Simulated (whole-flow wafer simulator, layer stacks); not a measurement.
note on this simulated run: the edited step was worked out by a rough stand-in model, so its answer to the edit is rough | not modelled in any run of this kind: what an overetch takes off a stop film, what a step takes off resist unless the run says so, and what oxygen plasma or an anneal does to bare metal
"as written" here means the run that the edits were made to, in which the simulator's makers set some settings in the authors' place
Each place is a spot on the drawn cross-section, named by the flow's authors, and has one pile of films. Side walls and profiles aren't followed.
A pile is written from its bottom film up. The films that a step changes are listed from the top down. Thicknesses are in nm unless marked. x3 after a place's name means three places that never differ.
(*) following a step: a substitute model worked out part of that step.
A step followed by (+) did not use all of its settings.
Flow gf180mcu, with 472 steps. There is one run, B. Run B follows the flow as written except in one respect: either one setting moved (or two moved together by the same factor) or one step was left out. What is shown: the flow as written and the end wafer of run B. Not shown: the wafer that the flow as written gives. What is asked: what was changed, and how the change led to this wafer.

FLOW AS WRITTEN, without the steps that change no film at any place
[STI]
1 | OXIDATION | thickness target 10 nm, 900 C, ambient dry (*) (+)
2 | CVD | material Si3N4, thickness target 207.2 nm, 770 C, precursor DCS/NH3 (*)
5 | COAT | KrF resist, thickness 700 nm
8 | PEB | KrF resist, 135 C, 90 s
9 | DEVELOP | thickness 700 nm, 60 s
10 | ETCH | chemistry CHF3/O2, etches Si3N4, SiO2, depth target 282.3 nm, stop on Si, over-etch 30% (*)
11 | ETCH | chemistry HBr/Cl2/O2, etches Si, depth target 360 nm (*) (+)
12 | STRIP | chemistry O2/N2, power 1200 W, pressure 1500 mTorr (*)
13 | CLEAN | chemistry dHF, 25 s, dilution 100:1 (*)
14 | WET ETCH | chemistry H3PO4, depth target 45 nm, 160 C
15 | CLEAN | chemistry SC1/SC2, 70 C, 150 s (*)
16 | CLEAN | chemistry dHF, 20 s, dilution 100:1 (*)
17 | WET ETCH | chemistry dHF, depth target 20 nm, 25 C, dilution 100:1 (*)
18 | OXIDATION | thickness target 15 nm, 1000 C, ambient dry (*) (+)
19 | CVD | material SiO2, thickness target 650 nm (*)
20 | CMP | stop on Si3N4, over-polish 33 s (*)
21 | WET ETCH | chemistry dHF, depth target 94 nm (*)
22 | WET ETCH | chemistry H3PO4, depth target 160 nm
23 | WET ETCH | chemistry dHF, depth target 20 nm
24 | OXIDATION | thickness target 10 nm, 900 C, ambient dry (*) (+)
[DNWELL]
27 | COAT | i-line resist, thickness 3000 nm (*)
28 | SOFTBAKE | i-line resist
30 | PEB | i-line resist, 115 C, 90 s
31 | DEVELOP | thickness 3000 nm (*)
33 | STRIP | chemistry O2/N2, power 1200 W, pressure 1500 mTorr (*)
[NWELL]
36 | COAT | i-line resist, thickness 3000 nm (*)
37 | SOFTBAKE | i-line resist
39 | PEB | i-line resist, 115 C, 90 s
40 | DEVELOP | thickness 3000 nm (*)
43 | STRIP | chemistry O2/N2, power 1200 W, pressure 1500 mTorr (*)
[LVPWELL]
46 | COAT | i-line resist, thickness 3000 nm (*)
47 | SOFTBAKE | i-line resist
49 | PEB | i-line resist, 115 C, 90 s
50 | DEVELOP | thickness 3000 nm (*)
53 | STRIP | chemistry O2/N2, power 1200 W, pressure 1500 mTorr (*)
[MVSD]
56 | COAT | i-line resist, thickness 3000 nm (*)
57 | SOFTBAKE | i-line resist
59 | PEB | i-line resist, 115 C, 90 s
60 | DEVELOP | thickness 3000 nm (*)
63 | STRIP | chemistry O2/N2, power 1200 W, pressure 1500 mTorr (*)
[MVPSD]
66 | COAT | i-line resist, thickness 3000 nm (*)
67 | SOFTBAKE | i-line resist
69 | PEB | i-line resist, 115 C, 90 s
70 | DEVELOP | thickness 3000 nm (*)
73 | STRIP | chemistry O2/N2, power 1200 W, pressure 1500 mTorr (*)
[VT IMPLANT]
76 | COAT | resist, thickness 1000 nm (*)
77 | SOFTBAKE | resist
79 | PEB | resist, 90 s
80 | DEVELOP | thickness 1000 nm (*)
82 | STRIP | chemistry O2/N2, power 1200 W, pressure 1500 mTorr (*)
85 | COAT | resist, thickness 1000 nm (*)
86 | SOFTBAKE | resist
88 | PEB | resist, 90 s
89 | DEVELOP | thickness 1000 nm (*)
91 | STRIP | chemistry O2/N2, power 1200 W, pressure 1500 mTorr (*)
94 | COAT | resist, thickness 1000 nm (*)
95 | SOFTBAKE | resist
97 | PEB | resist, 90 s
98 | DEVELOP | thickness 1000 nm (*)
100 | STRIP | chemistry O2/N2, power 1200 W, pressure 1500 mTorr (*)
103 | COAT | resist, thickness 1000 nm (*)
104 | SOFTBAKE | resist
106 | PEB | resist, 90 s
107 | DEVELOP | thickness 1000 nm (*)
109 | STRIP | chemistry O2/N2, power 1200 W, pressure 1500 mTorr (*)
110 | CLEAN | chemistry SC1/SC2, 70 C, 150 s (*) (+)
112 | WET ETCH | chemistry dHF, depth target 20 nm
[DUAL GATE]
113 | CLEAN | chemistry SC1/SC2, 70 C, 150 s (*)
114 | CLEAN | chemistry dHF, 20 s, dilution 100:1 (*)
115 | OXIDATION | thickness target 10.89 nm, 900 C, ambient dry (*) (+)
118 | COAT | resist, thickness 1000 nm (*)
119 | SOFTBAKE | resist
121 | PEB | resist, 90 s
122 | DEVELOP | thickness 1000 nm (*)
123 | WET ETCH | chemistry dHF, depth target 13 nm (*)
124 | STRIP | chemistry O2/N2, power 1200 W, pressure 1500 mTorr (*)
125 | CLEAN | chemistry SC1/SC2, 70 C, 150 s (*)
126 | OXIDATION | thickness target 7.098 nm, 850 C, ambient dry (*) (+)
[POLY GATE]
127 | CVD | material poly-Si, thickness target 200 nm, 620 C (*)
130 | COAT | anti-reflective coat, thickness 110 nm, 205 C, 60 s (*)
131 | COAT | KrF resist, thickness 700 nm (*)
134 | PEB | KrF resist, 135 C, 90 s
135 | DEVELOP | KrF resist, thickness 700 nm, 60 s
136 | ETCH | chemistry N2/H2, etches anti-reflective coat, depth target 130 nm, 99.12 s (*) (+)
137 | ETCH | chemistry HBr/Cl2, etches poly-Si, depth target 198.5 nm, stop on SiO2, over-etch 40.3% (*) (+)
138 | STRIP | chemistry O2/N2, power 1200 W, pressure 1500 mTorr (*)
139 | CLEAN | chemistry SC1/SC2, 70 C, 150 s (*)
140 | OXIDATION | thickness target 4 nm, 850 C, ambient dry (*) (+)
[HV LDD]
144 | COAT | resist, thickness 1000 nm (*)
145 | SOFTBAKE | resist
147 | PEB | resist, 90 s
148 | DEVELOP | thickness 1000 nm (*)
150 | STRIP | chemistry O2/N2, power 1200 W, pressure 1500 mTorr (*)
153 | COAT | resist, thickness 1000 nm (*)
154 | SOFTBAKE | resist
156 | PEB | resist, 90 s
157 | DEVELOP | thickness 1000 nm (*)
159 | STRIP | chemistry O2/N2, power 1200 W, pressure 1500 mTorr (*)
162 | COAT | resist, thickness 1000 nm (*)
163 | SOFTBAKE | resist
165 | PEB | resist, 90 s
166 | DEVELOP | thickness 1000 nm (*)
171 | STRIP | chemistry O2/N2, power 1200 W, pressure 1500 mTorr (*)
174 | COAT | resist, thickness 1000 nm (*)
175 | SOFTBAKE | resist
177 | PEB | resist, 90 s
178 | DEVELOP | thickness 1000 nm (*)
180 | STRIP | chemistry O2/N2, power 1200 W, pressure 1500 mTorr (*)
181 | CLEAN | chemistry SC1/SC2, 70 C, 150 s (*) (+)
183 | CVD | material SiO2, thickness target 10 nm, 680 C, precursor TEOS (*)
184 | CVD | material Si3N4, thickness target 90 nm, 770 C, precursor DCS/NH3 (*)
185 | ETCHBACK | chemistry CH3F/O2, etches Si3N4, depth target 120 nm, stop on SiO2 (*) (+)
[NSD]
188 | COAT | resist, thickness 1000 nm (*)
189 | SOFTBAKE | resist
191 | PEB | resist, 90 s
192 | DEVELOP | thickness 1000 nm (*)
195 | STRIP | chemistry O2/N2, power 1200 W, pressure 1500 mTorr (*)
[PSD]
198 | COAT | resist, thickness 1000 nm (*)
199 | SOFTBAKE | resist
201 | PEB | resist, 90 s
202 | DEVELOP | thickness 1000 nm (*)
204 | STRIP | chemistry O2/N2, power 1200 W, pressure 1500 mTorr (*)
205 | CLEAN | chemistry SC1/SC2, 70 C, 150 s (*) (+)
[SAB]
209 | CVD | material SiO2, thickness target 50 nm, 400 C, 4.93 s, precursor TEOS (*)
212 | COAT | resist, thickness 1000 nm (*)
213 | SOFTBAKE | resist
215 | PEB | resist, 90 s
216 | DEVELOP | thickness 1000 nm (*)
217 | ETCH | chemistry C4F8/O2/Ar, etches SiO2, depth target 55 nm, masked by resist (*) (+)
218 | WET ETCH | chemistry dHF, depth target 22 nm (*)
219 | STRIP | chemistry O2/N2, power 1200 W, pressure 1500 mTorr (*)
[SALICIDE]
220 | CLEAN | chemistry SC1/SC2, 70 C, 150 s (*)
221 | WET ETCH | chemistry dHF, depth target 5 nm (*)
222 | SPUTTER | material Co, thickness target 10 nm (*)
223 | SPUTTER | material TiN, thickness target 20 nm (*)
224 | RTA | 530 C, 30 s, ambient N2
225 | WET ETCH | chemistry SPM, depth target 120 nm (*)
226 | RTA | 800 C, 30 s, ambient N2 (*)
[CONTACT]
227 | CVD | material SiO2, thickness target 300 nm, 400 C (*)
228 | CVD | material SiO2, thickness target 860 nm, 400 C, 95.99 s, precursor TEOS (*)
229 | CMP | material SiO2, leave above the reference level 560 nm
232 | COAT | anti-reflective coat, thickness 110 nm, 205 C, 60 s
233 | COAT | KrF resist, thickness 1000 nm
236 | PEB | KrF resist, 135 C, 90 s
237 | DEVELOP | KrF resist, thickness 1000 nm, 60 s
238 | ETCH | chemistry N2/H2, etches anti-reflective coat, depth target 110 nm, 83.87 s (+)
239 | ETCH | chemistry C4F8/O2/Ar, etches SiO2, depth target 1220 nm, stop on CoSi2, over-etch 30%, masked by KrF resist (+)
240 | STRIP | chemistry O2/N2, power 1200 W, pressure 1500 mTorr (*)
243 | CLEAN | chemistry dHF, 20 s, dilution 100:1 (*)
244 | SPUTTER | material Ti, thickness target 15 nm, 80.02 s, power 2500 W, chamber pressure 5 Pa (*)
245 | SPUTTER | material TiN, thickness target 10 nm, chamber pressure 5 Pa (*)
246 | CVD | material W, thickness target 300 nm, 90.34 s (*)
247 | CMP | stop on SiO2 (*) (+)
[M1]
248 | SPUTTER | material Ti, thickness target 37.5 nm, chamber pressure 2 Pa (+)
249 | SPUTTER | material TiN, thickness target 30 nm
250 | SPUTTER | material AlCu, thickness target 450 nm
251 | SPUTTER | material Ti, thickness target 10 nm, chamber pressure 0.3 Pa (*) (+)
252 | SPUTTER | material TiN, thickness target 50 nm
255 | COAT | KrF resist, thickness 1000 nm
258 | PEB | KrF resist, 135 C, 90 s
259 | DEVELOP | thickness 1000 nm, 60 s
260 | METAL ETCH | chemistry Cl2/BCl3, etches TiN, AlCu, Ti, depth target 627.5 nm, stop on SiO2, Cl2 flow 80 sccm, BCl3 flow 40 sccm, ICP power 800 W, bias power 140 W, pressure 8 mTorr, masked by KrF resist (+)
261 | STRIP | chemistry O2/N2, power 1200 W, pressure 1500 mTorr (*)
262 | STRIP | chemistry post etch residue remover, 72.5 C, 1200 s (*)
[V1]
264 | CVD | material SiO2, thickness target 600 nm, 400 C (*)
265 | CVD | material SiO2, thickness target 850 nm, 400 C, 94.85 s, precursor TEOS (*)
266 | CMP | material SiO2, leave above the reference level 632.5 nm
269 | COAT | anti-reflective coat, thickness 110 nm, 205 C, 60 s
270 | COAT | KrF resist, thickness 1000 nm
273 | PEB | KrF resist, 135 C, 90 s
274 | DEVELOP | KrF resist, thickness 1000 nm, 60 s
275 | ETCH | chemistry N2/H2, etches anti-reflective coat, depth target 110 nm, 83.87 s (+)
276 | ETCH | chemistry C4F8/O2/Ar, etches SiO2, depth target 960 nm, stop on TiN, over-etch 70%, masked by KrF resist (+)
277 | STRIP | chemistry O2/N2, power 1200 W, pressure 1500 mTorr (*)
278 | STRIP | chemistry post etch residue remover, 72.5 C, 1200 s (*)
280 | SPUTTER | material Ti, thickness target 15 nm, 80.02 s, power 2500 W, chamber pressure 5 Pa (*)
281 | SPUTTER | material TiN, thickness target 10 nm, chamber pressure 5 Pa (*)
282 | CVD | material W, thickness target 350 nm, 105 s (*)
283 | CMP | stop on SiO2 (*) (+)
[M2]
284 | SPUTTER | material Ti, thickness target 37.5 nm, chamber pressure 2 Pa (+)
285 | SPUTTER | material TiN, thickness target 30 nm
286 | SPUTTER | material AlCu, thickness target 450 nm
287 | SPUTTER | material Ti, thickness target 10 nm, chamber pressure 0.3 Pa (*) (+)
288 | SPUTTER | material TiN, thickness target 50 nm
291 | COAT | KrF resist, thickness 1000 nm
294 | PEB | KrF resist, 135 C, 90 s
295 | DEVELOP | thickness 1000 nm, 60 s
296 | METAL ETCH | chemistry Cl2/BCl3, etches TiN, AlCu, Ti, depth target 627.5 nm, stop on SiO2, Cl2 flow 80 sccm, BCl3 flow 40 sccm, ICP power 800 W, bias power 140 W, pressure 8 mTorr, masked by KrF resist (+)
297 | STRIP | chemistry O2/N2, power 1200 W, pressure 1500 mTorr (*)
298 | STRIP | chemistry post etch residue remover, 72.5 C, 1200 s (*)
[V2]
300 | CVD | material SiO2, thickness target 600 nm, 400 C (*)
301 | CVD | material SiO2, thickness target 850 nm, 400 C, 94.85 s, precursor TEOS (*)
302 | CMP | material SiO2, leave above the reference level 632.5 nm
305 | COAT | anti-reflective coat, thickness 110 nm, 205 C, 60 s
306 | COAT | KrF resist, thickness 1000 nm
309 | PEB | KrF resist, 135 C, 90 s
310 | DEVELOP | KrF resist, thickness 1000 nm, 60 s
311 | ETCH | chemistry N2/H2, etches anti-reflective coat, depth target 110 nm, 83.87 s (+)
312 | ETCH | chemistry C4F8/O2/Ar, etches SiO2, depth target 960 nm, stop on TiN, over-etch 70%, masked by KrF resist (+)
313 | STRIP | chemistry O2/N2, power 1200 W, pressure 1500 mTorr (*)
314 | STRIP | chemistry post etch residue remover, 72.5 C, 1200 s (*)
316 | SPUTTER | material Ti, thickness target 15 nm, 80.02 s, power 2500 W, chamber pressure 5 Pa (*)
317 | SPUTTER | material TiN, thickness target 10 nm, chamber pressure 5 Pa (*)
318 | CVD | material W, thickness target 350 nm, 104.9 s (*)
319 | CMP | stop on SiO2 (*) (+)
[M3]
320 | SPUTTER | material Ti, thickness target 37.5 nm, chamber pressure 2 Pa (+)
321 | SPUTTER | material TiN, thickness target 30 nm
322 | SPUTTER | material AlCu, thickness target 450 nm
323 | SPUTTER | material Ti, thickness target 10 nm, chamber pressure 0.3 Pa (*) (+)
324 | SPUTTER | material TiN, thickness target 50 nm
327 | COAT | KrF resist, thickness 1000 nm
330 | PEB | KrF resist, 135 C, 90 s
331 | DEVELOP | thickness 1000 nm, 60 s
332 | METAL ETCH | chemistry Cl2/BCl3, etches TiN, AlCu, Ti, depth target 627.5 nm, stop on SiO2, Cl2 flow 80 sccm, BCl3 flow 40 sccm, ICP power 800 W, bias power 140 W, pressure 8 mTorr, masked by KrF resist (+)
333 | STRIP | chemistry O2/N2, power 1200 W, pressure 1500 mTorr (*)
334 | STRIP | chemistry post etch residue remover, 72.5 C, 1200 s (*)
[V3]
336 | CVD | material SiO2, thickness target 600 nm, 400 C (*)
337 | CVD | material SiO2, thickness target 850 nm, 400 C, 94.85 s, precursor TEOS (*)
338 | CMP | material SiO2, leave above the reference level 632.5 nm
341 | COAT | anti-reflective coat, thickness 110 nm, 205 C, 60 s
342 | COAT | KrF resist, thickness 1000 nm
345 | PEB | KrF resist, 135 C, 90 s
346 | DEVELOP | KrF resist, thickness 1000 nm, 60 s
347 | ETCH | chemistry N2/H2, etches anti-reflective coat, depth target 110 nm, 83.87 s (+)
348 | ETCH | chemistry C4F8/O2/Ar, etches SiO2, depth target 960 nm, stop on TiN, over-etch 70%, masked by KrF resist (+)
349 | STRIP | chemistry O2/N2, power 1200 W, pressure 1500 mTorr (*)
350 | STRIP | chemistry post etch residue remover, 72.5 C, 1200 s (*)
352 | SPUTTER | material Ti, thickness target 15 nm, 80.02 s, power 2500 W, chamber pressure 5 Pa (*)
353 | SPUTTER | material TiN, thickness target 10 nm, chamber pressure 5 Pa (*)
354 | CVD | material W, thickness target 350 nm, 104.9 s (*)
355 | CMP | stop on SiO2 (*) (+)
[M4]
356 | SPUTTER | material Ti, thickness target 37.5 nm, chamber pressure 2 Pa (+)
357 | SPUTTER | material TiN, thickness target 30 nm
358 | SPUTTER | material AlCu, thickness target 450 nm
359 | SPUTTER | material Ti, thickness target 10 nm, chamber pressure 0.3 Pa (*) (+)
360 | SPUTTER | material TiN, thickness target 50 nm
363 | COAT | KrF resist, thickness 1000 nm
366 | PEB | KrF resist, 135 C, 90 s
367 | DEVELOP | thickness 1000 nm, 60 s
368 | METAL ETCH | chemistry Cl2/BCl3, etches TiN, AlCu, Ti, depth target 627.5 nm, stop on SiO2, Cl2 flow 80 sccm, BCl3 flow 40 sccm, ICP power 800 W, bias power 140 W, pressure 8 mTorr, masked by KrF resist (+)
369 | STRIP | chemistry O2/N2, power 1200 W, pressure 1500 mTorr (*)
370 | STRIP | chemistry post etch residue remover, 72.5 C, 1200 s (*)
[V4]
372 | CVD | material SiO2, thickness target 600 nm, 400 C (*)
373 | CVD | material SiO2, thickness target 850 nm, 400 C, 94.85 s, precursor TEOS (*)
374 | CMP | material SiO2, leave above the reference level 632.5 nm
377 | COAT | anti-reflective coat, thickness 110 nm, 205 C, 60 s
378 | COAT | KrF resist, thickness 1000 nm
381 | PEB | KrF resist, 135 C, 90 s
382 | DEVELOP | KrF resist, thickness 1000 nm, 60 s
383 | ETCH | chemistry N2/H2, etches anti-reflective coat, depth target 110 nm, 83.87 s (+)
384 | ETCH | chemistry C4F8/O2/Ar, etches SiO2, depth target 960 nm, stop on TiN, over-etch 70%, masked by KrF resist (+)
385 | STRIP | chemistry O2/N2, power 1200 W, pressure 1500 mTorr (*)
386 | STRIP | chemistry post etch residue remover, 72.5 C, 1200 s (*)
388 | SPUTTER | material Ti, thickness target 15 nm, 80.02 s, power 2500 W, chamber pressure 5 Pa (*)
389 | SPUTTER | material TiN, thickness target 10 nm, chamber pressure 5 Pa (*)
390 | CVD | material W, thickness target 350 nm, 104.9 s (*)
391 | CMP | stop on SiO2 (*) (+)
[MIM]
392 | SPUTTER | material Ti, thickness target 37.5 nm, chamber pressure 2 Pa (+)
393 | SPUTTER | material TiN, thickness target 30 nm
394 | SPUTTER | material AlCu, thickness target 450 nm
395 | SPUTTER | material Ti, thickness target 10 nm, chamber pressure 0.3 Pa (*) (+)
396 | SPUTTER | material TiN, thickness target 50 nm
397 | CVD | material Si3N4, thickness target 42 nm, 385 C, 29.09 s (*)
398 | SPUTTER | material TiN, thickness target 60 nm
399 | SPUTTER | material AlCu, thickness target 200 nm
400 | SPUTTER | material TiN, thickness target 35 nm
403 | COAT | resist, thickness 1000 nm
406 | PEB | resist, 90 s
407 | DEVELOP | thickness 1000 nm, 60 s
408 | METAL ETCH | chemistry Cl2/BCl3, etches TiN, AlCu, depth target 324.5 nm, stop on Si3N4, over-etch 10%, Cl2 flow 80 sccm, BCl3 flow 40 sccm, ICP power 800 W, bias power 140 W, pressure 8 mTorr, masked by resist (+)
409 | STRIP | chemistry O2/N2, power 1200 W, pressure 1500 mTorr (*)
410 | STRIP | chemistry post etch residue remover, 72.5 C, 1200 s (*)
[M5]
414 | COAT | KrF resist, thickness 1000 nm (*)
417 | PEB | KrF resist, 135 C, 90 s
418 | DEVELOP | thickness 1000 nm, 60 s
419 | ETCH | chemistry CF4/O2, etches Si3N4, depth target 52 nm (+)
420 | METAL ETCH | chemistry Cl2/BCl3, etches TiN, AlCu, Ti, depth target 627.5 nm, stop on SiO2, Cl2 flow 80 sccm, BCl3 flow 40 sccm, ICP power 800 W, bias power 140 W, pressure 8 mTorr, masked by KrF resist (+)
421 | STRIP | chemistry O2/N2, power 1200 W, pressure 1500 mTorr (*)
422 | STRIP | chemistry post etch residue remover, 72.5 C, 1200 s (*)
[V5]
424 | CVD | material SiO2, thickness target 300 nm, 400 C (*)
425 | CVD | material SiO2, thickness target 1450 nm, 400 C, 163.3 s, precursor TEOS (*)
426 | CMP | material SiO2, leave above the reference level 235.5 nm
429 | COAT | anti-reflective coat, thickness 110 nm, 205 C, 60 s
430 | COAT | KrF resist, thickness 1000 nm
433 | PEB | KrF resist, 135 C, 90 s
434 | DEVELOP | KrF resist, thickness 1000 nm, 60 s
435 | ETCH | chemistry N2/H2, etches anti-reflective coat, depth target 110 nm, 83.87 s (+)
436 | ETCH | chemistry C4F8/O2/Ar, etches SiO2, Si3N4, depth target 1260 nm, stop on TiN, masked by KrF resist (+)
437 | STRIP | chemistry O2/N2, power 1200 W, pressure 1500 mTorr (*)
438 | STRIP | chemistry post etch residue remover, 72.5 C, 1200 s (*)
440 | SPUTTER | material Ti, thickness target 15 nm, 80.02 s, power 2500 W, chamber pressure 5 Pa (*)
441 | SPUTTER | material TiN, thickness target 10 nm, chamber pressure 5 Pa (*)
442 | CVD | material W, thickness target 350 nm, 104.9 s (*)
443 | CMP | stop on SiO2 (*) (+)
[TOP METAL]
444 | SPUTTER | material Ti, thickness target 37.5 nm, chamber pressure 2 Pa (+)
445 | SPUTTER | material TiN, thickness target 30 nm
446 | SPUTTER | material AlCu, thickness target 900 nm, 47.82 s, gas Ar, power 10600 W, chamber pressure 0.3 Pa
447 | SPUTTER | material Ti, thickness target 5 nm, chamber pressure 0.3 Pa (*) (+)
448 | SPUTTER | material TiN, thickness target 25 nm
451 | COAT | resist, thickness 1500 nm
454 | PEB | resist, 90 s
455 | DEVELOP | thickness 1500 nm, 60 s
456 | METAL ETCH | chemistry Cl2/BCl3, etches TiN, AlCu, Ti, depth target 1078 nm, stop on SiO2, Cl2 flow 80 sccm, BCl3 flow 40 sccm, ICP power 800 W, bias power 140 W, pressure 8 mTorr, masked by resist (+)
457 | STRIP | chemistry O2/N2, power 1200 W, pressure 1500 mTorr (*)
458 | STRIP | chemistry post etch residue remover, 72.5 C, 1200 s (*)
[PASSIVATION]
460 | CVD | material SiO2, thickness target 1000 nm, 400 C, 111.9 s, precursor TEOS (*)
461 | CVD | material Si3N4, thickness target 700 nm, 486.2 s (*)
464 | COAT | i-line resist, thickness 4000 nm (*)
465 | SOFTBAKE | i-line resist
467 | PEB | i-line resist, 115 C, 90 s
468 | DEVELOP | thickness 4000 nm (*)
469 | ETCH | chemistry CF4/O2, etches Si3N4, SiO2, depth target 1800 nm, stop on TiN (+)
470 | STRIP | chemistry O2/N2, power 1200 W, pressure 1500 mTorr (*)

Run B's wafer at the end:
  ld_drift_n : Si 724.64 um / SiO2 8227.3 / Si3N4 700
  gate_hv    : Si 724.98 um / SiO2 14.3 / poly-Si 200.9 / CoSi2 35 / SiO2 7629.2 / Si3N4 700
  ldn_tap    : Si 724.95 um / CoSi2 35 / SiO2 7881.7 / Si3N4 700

What caused this: step 127, CVD: thickness target 240 nm was run, while the flow as written has thickness target 200 nm.

The path from the change to this, step by step:
  127 | CVD | material poly-Si, thickness target 200 nm, 620 C (*)
      field, field__w1, field__w2 and 89 more: poly-Si gains 240 (new film) (it would be, as written: poly-Si gains 200 (new film))
  137 | ETCH | chemistry HBr/Cl2, etches poly-Si, depth target 198.5 nm, stop on SiO2, over-etch 40.3% (*) (+)
      field, field__w3, field__w12 and 10 more: poly-Si loses 238.6 (all of it), SiO2 loses 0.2 (it would be, as written: poly-Si loses 198.6 (all of it), SiO2 loses 0.4)
      active, n_well, sd_p and 9 more: poly-Si loses 238.7 (all of it), SiO2 loses 0.2 (it would be, as written: poly-Si loses 198.7 (all of it), SiO2 loses 0.4)
      (and at 39 other places as well)
  144 | COAT | resist, thickness 1000 nm (*)
      gate: resist gains 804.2 (new film) (it would be, as written: resist gains 837.4 (new film))
      gate_hv: resist gains 815.5 (new film) (it would be, as written: resist gains 845.5 (new film))
      (and at 26 other places as well)
  145 | SOFTBAKE | resist
      field__w6: resist gains 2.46 (it would be, as written: resist gains 1.94)
      field_sub: resist gains 2.97 (it would be, as written: resist gains 2.41)
      (and at 9 other places as well)
  147 | PEB | resist, 90 s
      npoly_u, gate_p_hv5: resist loses 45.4 (it would be, as written: resist loses 47.4)
      polyc_n, polyc_p: resist loses 44.1 (it would be, as written: resist loses 46.1)
      (and at 24 other places as well)
  148 | DEVELOP | thickness 1000 nm (*)
      gate: resist loses 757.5 (all of it) (it would be, as written: resist loses 789.1 (all of it))
      npoly_u: resist loses 760.1 (all of it) (it would be, as written: resist loses 790.2 (all of it))
      (and at 3 other places as well)
  150 | STRIP | chemistry O2/N2, power 1200 W, pressure 1500 mTorr (*)
      gate_hv: resist loses 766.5 (all of it) (it would be, as written: resist loses 795.2 (all of it))
      gate_p: resist loses 764.7 (all of it) (it would be, as written: resist loses 795.2 (all of it))
      (and at 21 other places as well)
  153 | COAT | resist, thickness 1000 nm (*)
      gate: resist gains 804.2 (new film) (it would be, as written: resist gains 837.4 (new film))
      gate_hv: resist gains 815.5 (new film) (it would be, as written: resist gains 845.5 (new film))
      (and at 26 other places as well)
  154 | SOFTBAKE | resist
      field__w6: resist gains 2.46 (it would be, as written: resist gains 1.94)
      field_sub: resist gains 2.97 (it would be, as written: resist gains 2.41)
      (and at 9 other places as well)
  156 | PEB | resist, 90 s
      npoly_u, gate_p_hv5: resist loses 45.4 (it would be, as written: resist loses 47.4)
      polyc_n, polyc_p: resist loses 44.1 (it would be, as written: resist loses 46.1)
      (and at 24 other places as well)
  157 | DEVELOP | thickness 1000 nm (*)
      gate_p: resist loses 764.7 (all of it) (it would be, as written: resist loses 795.2 (all of it))
      ppoly_u: resist loses 763.6 (all of it) (it would be, as written: resist loses 793.1 (all of it))
      (and at 3 other places as well)
  159 | STRIP | chemistry O2/N2, power 1200 W, pressure 1500 mTorr (*)
      gate: resist loses 757.5 (all of it) (it would be, as written: resist loses 789.1 (all of it))
      gate_hv: resist loses 766.5 (all of it) (it would be, as written: resist loses 795.2 (all of it))
      (and at 21 other places as well)
  162 | COAT | resist, thickness 1000 nm (*)
      gate: resist gains 804.2 (new film) (it would be, as written: resist gains 837.4 (new film))
      gate_hv: resist gains 815.5 (new film) (it would be, as written: resist gains 845.5 (new film))
      (and at 26 other places as well)
  163 | SOFTBAKE | resist
      field__w6: resist gains 2.46 (it would be, as written: resist gains 1.94)
      field_sub: resist gains 2.97 (it would be, as written: resist gains 2.41)
      (and at 9 other places as well)
  165 | PEB | resist, 90 s
      npoly_u, gate_p_hv5: resist loses 45.4 (it would be, as written: resist loses 47.4)
      polyc_n, polyc_p: resist loses 44.1 (it would be, as written: resist loses 46.1)
      (and at 24 other places as well)
  166 | DEVELOP | thickness 1000 nm (*)
      gate_hv: resist loses 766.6 (all of it) (it would be, as written: resist loses 795.3 (all of it))
      gate_nat: resist loses 800.7 (all of it) (it would be, as written: resist loses 823.9 (all of it))
      (and at 7 other places as well)
  ... 30 other steps ...
  246 | CVD | material W, thickness target 300 nm, 90.34 s (*)
      polyc_n, polyc_p: W gains 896 (new film) (it would be, as written: W gains 936 (new film))
